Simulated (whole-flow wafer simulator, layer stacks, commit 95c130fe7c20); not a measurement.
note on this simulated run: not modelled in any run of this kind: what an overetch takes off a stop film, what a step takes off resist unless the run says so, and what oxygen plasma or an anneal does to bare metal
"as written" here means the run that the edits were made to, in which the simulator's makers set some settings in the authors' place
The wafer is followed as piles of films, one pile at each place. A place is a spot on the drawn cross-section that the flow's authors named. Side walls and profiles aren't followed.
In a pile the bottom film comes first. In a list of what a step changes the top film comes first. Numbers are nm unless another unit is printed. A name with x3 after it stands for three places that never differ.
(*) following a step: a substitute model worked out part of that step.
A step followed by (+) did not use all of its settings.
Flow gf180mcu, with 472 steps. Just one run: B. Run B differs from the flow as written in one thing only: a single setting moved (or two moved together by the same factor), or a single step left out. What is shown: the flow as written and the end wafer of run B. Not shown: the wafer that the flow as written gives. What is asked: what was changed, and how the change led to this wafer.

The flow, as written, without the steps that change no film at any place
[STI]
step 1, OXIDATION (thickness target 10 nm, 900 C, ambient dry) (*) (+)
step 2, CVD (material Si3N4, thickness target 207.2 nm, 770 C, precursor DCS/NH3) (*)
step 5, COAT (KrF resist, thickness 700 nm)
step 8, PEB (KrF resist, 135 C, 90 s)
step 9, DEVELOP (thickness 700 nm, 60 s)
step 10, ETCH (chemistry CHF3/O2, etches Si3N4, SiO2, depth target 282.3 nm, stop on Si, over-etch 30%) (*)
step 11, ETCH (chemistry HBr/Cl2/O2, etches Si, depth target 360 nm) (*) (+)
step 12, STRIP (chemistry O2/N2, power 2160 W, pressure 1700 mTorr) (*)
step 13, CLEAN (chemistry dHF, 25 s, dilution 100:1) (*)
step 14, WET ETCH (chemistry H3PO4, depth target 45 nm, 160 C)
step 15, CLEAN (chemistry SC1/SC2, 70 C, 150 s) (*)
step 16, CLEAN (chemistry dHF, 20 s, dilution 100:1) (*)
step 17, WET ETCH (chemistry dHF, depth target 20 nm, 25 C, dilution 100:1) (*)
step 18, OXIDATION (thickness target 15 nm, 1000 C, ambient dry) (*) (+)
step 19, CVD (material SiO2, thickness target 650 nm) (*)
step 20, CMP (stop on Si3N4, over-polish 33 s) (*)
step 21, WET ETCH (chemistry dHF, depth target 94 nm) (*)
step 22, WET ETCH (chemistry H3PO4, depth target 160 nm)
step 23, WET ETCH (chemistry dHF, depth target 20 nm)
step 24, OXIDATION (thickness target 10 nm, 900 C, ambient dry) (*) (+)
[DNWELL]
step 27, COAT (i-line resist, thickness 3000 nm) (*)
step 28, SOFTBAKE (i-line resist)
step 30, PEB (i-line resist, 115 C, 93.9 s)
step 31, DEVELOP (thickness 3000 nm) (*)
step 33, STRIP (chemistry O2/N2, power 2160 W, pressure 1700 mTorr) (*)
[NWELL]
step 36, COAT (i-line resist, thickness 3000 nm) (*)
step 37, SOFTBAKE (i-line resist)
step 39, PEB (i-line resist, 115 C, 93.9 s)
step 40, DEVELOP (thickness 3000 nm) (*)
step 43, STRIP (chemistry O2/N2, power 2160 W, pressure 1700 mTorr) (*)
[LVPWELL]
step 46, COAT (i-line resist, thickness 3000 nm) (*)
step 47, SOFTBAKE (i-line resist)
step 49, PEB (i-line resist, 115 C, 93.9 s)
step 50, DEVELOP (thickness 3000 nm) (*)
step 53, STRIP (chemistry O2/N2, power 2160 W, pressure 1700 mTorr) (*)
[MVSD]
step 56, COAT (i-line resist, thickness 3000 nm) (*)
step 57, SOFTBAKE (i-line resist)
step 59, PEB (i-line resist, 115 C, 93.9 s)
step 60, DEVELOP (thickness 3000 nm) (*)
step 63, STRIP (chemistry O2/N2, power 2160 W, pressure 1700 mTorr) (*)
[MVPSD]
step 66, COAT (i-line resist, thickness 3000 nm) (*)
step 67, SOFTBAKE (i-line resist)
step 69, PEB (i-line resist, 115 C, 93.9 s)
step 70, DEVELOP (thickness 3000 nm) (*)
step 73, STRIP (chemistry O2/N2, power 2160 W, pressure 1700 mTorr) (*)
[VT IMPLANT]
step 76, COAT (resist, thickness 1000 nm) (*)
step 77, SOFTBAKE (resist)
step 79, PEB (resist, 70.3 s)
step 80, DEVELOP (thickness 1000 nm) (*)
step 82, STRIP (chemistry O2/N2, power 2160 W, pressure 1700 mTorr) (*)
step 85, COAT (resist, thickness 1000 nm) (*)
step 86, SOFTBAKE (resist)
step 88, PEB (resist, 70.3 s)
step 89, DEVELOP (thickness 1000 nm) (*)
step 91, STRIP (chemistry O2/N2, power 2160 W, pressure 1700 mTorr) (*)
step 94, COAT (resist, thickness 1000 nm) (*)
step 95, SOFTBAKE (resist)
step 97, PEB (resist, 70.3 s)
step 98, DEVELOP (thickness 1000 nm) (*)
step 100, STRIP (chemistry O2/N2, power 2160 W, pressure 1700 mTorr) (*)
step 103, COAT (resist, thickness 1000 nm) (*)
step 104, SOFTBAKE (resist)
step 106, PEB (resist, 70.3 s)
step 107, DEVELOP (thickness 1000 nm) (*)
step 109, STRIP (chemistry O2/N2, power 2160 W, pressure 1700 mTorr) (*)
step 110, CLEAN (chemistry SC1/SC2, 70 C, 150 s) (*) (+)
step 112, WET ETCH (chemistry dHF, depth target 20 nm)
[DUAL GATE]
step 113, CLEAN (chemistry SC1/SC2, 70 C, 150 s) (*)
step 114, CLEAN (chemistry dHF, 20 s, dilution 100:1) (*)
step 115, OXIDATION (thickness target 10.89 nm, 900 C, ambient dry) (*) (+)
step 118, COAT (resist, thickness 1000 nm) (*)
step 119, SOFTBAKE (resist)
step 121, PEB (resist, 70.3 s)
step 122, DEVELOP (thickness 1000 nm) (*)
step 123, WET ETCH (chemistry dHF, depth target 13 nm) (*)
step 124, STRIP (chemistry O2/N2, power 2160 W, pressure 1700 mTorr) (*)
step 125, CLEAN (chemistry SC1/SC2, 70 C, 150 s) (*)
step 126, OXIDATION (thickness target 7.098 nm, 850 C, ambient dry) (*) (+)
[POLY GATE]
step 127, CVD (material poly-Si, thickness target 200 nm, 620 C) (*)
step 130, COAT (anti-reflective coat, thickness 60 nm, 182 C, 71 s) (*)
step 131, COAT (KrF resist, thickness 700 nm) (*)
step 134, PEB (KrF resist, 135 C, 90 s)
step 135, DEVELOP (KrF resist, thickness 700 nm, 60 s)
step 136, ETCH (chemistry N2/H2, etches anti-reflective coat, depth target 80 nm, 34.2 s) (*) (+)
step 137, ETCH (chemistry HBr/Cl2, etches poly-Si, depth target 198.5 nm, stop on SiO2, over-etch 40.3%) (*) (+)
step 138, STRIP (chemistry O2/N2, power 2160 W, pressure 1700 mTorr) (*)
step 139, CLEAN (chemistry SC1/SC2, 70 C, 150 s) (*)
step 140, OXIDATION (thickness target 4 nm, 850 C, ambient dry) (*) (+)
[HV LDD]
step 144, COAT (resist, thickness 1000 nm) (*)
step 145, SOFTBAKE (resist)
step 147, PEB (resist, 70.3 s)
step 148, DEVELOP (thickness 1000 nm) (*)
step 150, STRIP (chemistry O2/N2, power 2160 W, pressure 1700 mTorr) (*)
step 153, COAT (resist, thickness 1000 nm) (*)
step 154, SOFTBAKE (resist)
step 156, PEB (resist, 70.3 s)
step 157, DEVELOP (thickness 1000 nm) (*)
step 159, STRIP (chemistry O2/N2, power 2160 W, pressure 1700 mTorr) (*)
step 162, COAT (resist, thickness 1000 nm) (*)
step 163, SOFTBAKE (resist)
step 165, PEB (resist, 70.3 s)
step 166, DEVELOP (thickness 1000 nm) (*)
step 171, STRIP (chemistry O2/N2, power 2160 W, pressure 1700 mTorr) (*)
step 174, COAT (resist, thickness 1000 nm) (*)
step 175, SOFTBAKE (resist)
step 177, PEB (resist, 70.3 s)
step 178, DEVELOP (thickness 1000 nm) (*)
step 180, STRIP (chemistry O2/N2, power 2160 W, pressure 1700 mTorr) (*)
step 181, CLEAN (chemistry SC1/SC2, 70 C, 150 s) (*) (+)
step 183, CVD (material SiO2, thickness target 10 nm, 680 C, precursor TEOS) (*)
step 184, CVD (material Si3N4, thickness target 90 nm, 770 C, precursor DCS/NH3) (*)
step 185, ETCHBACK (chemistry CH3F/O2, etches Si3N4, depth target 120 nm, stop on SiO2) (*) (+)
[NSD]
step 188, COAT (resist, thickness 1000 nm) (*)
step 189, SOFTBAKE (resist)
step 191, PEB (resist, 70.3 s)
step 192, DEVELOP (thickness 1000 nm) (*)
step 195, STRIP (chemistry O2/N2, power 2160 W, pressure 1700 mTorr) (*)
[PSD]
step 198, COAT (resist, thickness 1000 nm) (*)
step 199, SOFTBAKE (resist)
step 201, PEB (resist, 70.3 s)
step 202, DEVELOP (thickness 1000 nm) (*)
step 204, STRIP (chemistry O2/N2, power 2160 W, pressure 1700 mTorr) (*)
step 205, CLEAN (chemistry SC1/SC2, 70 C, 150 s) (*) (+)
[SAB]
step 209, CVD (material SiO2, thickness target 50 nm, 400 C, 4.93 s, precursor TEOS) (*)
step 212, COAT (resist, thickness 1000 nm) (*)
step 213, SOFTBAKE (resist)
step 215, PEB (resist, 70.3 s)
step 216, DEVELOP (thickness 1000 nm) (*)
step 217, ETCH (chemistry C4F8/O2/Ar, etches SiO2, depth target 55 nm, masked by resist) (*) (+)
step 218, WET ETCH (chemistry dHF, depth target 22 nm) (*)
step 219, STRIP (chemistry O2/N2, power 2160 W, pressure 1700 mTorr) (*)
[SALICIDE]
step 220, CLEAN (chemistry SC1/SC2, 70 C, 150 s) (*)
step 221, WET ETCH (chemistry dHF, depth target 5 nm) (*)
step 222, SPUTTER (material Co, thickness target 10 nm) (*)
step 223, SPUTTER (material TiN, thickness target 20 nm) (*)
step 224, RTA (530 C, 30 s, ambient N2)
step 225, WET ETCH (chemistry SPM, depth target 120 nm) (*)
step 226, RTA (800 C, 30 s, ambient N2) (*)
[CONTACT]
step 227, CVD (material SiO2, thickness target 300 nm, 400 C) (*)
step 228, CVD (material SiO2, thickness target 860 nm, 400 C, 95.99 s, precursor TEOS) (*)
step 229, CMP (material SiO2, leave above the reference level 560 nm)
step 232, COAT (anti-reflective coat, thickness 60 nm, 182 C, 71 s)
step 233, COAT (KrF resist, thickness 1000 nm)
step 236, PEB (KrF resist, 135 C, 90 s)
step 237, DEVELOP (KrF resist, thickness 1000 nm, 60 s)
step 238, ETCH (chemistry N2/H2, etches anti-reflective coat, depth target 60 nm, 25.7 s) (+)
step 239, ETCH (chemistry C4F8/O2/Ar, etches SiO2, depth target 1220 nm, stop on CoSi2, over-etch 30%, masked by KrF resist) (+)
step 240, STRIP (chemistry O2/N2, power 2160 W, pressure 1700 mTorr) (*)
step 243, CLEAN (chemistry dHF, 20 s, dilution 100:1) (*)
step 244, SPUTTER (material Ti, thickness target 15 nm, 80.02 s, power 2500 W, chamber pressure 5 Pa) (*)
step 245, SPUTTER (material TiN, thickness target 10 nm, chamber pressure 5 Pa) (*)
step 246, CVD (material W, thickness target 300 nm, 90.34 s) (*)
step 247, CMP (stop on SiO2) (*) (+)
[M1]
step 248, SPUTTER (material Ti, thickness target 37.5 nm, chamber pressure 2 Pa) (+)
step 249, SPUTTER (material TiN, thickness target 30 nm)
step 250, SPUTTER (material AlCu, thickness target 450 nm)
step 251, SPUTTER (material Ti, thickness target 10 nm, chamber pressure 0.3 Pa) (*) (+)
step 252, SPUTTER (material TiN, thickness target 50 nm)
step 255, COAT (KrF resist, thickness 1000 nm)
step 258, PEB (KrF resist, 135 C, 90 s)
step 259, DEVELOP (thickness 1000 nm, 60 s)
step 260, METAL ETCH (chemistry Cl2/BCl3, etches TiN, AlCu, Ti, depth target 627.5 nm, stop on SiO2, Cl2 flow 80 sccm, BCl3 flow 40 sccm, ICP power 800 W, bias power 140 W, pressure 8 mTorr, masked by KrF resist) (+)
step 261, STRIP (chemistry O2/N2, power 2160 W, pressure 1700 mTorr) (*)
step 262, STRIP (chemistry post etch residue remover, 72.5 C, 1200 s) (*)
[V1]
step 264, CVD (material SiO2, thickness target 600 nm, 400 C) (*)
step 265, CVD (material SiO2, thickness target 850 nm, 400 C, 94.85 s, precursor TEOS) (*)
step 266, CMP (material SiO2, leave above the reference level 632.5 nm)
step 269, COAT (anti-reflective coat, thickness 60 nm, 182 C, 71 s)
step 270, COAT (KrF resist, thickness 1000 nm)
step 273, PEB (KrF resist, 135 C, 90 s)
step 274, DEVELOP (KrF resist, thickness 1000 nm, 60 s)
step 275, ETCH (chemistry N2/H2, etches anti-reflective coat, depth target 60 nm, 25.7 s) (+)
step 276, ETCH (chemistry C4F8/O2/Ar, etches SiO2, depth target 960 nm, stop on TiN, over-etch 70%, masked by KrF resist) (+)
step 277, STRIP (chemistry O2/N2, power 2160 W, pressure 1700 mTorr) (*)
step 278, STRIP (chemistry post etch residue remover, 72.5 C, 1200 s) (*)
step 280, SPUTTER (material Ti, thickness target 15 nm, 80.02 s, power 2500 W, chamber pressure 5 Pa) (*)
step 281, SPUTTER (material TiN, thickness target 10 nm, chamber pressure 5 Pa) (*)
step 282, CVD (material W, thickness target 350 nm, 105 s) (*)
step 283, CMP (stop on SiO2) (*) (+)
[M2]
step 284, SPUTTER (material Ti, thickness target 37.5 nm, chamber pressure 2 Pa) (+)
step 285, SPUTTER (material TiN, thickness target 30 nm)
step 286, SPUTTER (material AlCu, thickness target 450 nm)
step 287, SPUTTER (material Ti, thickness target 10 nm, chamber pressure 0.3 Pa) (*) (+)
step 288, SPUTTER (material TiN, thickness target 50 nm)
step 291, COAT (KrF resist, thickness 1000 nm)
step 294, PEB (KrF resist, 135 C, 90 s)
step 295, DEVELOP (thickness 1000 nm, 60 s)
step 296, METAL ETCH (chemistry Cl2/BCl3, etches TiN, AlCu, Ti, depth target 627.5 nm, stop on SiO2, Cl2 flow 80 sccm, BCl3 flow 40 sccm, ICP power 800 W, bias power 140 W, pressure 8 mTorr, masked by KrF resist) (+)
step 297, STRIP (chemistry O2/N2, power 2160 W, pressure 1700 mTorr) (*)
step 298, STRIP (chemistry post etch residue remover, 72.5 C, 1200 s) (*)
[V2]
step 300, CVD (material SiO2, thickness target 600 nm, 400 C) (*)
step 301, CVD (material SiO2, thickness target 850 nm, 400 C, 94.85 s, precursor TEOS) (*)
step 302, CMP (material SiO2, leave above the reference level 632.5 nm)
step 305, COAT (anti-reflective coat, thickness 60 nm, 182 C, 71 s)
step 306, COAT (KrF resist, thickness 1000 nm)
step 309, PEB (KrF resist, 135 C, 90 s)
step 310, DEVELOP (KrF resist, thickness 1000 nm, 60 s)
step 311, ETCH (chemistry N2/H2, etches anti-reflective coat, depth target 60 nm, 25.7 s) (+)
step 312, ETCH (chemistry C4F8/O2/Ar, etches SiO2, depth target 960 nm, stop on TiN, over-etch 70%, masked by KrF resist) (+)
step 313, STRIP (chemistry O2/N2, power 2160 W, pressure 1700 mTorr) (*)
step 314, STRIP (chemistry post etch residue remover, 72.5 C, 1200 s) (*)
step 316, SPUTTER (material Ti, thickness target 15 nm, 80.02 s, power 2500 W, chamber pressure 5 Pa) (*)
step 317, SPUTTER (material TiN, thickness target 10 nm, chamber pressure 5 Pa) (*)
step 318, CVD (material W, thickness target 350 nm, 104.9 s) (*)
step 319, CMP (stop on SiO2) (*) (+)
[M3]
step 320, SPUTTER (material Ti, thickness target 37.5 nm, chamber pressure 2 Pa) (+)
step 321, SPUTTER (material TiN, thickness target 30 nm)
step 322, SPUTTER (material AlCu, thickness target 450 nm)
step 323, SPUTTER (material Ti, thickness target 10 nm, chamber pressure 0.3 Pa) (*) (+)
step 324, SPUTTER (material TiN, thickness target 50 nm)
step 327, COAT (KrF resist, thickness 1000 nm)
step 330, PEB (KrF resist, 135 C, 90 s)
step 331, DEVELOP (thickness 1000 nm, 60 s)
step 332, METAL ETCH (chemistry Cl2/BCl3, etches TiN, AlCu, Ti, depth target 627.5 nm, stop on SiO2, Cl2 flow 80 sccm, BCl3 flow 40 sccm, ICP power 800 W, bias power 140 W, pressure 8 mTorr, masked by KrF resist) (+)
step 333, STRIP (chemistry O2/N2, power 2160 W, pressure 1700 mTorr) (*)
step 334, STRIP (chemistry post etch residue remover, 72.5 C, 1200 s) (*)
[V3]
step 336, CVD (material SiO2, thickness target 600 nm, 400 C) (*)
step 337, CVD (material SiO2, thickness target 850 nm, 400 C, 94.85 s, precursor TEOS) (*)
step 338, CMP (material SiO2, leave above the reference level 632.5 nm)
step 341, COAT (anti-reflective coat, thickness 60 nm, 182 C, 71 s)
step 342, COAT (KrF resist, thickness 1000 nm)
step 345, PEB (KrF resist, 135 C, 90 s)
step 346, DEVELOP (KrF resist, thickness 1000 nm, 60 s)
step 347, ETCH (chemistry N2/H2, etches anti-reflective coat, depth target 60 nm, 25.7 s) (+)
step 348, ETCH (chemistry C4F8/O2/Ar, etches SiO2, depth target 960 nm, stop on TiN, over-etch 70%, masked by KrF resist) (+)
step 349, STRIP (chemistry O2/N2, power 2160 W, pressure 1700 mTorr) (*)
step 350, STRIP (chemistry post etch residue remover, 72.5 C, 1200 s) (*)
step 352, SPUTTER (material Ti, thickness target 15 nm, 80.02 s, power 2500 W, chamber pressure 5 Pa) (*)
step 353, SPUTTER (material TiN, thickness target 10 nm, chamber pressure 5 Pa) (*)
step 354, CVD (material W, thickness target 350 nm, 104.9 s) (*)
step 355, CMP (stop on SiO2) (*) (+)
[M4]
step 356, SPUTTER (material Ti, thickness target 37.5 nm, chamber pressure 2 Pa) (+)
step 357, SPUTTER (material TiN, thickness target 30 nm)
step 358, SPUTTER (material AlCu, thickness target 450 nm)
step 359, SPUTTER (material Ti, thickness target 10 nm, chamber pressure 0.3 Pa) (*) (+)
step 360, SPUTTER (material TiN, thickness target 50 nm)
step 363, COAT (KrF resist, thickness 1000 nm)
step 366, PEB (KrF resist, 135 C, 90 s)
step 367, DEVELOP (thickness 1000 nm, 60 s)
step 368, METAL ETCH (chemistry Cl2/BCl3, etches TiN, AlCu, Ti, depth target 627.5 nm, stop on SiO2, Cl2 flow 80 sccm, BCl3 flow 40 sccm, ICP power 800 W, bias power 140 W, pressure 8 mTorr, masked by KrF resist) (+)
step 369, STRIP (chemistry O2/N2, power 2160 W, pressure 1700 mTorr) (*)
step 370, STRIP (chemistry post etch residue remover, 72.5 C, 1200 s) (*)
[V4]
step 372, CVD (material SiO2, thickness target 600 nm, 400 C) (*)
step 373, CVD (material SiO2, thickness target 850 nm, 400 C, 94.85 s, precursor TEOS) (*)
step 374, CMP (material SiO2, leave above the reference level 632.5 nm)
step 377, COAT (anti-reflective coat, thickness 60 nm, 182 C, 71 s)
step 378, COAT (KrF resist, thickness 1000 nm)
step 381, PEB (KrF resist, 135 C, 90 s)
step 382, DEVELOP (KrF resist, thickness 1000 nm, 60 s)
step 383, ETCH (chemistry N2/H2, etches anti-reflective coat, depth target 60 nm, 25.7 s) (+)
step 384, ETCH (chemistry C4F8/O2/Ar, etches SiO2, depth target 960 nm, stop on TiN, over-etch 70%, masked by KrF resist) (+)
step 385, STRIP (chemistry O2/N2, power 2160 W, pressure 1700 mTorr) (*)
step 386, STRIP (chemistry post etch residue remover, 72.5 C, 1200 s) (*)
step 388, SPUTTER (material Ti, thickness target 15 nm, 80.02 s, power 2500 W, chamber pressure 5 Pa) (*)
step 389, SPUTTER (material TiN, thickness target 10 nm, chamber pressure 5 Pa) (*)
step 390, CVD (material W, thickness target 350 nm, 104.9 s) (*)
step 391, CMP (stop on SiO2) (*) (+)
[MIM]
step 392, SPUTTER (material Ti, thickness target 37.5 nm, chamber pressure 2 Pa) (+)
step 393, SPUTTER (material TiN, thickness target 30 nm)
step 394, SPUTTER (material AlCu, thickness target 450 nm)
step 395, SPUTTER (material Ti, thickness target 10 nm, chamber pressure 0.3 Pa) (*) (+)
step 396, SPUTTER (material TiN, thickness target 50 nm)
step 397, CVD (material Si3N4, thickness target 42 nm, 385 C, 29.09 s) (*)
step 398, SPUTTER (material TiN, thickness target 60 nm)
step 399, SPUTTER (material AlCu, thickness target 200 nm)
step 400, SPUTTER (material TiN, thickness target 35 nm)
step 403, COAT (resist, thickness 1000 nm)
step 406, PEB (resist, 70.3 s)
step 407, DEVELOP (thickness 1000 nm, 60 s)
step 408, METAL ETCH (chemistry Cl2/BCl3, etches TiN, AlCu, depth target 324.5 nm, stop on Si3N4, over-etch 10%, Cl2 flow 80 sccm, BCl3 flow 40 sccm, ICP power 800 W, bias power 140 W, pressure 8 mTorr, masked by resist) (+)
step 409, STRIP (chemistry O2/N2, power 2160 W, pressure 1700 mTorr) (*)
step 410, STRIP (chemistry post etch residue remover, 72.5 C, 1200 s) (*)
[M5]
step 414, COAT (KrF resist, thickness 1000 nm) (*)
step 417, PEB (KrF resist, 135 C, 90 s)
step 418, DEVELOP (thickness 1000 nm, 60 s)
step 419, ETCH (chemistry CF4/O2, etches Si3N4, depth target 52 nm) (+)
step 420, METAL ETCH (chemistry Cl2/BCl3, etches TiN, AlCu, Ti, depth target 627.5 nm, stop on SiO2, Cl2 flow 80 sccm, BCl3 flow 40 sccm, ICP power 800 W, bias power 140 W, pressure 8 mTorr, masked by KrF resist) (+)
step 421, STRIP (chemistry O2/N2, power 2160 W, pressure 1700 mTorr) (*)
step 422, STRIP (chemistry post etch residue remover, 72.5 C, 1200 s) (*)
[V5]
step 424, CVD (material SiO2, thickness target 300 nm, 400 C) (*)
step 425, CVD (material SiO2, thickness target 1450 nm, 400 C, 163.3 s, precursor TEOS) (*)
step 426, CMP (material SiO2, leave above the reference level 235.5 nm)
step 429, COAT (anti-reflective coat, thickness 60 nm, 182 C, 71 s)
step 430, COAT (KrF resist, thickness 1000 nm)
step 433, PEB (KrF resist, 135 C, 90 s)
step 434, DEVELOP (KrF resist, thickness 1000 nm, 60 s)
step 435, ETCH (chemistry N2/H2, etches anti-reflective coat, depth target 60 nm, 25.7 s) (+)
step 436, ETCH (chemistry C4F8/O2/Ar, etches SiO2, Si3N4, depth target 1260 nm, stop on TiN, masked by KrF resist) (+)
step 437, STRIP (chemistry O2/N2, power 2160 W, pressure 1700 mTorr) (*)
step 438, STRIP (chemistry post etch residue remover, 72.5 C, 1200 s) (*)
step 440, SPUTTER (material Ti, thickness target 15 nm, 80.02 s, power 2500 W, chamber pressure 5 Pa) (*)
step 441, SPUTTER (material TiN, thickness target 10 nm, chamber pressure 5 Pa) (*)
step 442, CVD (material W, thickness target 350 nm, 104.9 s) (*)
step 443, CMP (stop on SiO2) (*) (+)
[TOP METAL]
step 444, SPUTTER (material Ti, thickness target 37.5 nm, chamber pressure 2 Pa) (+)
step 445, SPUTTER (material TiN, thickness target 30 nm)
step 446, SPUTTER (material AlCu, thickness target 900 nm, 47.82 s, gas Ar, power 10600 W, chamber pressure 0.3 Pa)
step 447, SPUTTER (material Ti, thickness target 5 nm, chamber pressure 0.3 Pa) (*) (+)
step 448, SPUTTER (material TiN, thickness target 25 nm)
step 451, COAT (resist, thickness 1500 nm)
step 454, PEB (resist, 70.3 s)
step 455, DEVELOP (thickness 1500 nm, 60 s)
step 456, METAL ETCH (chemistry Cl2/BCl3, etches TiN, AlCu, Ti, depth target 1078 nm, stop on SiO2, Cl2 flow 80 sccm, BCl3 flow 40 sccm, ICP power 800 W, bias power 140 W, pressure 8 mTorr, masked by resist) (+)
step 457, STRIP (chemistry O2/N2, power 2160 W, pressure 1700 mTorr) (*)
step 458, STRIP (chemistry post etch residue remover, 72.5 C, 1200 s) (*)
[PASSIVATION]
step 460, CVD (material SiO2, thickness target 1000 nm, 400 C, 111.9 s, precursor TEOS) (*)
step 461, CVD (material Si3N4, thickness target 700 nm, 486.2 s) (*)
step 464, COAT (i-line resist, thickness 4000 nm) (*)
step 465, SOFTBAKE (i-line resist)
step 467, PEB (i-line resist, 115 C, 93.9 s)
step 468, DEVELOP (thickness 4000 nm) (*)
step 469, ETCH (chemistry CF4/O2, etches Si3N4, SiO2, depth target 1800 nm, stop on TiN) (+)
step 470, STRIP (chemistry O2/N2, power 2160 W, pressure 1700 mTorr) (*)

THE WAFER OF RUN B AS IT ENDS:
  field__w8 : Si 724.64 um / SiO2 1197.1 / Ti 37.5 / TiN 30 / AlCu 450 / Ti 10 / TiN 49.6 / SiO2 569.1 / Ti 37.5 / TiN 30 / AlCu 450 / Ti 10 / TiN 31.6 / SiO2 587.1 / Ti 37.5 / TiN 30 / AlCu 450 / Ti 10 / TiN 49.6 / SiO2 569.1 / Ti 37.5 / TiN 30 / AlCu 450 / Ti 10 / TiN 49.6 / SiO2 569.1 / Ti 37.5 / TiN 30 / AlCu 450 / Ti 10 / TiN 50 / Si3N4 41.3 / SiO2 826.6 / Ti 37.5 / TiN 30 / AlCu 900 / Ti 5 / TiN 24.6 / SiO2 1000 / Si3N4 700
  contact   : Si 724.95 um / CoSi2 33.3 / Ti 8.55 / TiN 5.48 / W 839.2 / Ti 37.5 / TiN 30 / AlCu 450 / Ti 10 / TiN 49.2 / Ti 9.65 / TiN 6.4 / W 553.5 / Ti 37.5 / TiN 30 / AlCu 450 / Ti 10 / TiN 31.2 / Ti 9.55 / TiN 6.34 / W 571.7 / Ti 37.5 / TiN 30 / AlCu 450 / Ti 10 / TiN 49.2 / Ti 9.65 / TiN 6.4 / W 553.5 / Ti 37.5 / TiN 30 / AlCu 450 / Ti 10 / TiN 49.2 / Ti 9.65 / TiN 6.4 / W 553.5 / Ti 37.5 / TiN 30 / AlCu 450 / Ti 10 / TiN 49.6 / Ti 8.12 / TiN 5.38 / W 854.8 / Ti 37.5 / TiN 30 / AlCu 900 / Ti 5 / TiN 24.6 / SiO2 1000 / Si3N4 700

What caused this: step 288, SPUTTER: thickness target 32 nm was run, while the flow as written has thickness target 50 nm.

How this came from the change, step by step:
  step 288, SPUTTER (material TiN, thickness target 50 nm)
      field, field__w1, field__w2 and 108 more: +32 TiN (new film) (in the flow as written it would be: +50 TiN (new film))
  step 296, METAL ETCH (chemistry Cl2/BCl3, etches TiN, AlCu, Ti, depth target 627.5 nm, stop on SiO2, Cl2 flow 80 sccm, BCl3 flow 40 sccm, ICP power 800 W, bias power 140 W, pressure 8 mTorr, masked by KrF resist) (+)
      field, field__w1, field__w2 and 103 more: -32 TiN (all of it), -10 Ti (all of it), -450 AlCu (all of it), -30 TiN (all of it), -37.5 Ti (all of it) (in the flow as written it would be: -50 TiN (all of it), -10 Ti (all of it), -450 AlCu (all of it), -30 TiN (all of it), -37.5 Ti (all of it))
  step 302, CMP (material SiO2, leave above the reference level 632.5 nm)
      field__w8, contact, m1, m1__w1, m1_nw: -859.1 SiO2 (in the flow as written it would be: -877.1 SiO2)
  step 312, ETCH (chemistry C4F8/O2/Ar, etches SiO2, depth target 960 nm, stop on TiN, over-etch 70%, masked by KrF resist) (+)
      contact: -590.5 SiO2 (all of it) (in the flow as written it would be: -572.5 SiO2 (all of it))
